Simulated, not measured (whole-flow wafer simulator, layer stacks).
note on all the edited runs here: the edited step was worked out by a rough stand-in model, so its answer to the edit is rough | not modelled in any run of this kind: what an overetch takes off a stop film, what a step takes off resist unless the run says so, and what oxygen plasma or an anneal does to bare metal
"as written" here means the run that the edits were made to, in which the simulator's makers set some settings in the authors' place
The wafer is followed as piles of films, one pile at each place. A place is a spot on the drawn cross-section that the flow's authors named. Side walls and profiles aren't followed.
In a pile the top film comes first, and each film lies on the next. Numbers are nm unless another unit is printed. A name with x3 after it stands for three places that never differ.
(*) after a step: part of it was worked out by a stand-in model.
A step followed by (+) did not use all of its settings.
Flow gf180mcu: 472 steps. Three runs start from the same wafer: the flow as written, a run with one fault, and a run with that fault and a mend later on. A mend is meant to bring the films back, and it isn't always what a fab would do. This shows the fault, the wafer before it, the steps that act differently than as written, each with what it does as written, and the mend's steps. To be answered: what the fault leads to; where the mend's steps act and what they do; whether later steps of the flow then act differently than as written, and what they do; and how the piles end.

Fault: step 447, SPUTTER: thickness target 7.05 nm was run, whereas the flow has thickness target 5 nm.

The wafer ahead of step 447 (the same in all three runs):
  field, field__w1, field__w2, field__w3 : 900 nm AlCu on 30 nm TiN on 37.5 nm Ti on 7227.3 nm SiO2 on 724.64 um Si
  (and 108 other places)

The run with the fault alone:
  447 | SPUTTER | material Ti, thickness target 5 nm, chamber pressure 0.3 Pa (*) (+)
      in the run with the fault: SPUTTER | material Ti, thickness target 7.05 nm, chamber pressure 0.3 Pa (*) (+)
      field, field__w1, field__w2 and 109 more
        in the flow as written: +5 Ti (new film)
        in the run with the fault: +7.05 Ti (new film)
  Steps further on in the flow that do not act as written (not shown: 5 more steps that differ only slightly, by at most 2% or 0.5 nm, whichever is larger):
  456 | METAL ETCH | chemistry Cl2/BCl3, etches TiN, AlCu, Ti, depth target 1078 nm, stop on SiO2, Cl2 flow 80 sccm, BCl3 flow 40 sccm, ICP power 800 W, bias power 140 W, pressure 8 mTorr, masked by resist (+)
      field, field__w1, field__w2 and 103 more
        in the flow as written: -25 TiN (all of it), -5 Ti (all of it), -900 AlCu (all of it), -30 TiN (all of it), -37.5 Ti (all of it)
        in the run with the fault: -25 TiN (all of it), -7.05 Ti (all of it), -900 AlCu (all of it), -30 TiN (all of it), -37.5 Ti (all of it)
  By the end, the piles at field__w8, contact, m1, m1__w1, pad, m1_nw depart from the flow's by more than 2% or 0.5 nm, whichever is larger.
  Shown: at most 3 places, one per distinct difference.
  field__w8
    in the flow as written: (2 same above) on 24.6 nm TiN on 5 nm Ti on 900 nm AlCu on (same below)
    in the run with the fault: (2 same above) on 24.6 nm TiN on 7.05 nm Ti on 900 nm AlCu on (same below)
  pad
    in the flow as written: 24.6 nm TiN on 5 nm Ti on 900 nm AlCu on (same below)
    in the run with the fault: 24.6 nm TiN on 7.05 nm Ti on 900 nm AlCu on (same below)

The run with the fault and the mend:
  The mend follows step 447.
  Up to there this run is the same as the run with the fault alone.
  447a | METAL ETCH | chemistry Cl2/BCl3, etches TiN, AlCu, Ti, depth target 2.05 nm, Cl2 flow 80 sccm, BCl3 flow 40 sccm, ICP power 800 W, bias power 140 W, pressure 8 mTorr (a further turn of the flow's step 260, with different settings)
      field, field__w1, field__w2 and 109 more
        -2.05 Ti
  Every later step of the flow that is run acts as written at every place that is followed.
  At every place that both follow, the piles at the end match the flow's.
